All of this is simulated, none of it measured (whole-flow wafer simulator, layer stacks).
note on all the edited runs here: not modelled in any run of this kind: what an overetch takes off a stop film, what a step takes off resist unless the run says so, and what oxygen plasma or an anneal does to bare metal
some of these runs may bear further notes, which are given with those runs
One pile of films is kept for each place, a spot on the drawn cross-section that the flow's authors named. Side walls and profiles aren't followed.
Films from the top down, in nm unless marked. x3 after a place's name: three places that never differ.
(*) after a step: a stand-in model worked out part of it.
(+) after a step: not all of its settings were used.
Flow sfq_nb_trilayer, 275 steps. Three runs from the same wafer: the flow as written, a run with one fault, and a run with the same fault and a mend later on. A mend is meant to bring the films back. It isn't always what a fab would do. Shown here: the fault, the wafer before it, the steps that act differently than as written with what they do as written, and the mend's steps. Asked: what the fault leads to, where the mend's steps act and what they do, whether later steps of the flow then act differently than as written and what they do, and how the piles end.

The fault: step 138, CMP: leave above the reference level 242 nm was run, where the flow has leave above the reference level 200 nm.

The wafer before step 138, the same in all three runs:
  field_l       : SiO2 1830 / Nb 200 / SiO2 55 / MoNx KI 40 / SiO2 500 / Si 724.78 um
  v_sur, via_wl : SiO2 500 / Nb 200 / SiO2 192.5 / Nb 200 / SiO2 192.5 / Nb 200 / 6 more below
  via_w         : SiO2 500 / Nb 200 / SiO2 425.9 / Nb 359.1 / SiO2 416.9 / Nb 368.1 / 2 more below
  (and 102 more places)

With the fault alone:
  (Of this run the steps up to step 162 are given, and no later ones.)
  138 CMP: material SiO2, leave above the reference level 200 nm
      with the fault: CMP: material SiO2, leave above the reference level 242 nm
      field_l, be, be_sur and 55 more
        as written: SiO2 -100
        with the fault: SiO2 -58
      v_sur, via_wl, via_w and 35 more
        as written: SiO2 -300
        with the fault: SiO2 -258
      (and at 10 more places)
  Later steps of the flow that act differently than as written (2 more steps differ only slightly, by at most 2% or 0.5 nm, whichever is larger, and aren't shown):
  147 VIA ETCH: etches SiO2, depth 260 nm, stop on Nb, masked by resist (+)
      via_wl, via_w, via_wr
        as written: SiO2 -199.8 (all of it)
        with the fault: SiO2 -241.8 (all of it)
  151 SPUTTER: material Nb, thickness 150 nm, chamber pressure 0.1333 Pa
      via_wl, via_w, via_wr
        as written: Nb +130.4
        with the fault: Nb +125.5
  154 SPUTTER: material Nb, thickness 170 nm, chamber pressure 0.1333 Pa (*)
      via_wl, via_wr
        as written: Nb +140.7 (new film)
        with the fault: Nb +133.4 (new film)
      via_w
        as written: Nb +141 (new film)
        with the fault: Nb +133.7 (new film)
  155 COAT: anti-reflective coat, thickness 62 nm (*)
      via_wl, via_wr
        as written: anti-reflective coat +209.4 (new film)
        with the fault: anti-reflective coat +252.2 (new film)
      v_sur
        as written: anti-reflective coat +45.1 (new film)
        with the fault: anti-reflective coat +43.5 (new film)
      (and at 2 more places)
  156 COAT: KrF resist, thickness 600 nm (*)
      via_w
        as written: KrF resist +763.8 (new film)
        with the fault: KrF resist +802.4 (new film)
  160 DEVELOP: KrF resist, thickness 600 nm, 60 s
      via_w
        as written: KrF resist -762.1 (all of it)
        with the fault: KrF resist -800.6 (all of it)
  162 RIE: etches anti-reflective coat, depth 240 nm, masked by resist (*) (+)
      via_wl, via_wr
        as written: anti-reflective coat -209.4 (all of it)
        with the fault: anti-reflective coat -240
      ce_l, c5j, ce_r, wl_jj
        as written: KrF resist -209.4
        with the fault: KrF resist -240
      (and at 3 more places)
  After step 162 the piles differ from the flow's by more than 2% or 0.5 nm, whichever is larger, at field_l, v_sur, via_wl and 100 more.
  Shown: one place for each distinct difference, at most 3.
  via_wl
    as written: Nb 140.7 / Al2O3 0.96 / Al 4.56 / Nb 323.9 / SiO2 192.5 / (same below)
    with the fault: anti-reflective coat 12.2 / Nb 133.4 / Al2O3 0.96 / Al 4.41 / Nb 319.1 / SiO2 192.5 / (same below)
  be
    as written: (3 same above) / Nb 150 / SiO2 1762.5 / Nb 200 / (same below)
    with the fault: (3 same above) / Nb 150 / SiO2 1804.5 / Nb 200 / (same below)
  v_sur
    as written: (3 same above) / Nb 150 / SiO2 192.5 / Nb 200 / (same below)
    with the fault: (3 same above) / Nb 150 / SiO2 234.5 / Nb 200 / (same below)

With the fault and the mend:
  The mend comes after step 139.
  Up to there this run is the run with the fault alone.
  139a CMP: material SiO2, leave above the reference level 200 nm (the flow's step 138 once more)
      field_l, v_sur, via_wl and 103 more
        SiO2 -42
  No later step of the flow acts differently than as written at any place that is followed.
  At the end the piles are the same as the flow's at every place that both follow.
